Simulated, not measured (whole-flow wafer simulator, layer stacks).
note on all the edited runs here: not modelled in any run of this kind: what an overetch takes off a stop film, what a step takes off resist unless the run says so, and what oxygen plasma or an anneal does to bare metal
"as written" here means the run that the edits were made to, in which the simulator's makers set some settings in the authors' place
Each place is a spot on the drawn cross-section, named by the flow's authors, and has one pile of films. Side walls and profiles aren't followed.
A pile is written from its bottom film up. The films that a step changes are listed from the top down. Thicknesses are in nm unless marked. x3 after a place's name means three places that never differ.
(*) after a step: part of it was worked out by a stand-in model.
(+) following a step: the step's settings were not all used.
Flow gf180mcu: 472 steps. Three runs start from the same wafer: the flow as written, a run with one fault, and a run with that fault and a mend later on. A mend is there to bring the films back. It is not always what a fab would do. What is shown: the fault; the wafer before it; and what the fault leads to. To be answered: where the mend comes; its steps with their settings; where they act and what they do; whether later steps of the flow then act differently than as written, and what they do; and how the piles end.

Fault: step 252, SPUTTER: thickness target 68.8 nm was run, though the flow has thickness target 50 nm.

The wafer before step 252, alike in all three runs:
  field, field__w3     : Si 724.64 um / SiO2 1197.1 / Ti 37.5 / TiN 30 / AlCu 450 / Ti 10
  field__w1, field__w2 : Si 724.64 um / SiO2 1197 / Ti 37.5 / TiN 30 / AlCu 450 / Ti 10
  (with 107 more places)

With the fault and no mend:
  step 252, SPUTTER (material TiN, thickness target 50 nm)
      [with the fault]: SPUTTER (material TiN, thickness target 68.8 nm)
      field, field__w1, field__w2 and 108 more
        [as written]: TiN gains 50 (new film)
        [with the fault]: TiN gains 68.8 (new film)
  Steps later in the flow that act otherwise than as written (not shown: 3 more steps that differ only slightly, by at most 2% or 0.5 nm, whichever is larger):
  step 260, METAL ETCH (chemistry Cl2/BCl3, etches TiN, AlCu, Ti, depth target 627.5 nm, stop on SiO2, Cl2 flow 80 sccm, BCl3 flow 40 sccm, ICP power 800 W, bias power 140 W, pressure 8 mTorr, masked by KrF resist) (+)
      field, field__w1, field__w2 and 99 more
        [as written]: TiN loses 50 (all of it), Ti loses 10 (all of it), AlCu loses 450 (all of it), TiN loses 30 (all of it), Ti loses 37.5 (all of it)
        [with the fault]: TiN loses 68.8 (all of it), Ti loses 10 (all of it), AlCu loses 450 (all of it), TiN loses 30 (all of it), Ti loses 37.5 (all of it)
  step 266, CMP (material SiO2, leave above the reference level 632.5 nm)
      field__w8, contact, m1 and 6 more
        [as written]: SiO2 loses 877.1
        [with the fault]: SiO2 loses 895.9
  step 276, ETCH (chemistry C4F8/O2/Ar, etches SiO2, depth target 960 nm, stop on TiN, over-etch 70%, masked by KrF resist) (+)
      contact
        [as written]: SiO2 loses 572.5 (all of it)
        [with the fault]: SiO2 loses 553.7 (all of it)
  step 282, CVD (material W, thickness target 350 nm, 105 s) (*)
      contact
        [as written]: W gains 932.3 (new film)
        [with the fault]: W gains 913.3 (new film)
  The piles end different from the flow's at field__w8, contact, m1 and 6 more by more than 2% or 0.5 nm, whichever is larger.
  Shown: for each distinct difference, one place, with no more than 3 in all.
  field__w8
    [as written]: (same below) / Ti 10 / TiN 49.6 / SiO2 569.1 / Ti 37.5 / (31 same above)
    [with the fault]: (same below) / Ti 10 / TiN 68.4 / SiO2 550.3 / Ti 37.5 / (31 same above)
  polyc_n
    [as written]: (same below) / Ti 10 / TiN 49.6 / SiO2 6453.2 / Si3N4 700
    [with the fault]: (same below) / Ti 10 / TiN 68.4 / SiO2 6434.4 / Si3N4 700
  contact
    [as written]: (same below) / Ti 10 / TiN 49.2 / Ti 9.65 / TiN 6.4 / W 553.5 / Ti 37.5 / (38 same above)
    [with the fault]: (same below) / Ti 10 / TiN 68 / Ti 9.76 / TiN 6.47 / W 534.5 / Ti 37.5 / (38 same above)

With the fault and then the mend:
  After step 259 comes the mend.
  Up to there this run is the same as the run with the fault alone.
  step 260, METAL ETCH (chemistry Cl2/BCl3, etches TiN, AlCu, Ti, depth target 646.3 nm, stop on SiO2, Cl2 flow 80 sccm, BCl3 flow 40 sccm, ICP power 800 W, bias power 140 W, pressure 8 mTorr, masked by KrF resist) (+) (the flow's step 260, where the flow has depth target 627.5 nm)
      field, field__w1, field__w2 and 99 more
        TiN loses 68.8 (all of it), Ti loses 10 (all of it), AlCu loses 450 (all of it), TiN loses 30 (all of it), Ti loses 37.5 (all of it)
      field__w8, contact, m1 and 6 more
        KrF resist loses 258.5
  Steps later in the flow that act otherwise than as written (not shown: 4 more steps that differ only slightly, by at most 2% or 0.5 nm, whichever is larger):
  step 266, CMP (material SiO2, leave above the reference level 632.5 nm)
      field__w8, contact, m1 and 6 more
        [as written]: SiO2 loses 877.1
        [with the mend]: SiO2 loses 895.9
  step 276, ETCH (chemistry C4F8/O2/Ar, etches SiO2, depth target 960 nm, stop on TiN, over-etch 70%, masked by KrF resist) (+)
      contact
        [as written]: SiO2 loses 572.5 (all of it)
        [with the mend]: SiO2 loses 553.7 (all of it)
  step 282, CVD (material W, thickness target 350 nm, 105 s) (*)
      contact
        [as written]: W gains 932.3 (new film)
        [with the mend]: W gains 913.3 (new film)
  The piles end different from the flow's at field__w8, contact, m1 and 6 more by more than 2% or 0.5 nm, whichever is larger.
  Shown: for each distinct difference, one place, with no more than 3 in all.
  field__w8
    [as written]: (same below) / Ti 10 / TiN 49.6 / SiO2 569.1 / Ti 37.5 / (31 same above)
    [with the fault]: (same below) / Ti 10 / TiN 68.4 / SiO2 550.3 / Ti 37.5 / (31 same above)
    [with the mend]: (same below) / Ti 10 / TiN 68.4 / SiO2 550.3 / Ti 37.5 / (31 same above)
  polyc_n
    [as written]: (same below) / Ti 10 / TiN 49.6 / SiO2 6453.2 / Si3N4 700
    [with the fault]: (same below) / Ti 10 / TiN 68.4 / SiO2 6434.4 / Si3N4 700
    [with the mend]: (same below) / Ti 10 / TiN 68.4 / SiO2 6434.4 / Si3N4 700
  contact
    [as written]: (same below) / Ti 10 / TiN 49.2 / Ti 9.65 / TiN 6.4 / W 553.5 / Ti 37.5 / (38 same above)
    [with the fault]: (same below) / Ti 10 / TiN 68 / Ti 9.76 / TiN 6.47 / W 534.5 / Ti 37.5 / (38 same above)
    [with the mend]: (same below) / Ti 10 / TiN 68 / Ti 9.76 / TiN 6.47 / W 534.5 / Ti 37.5 / (38 same above)
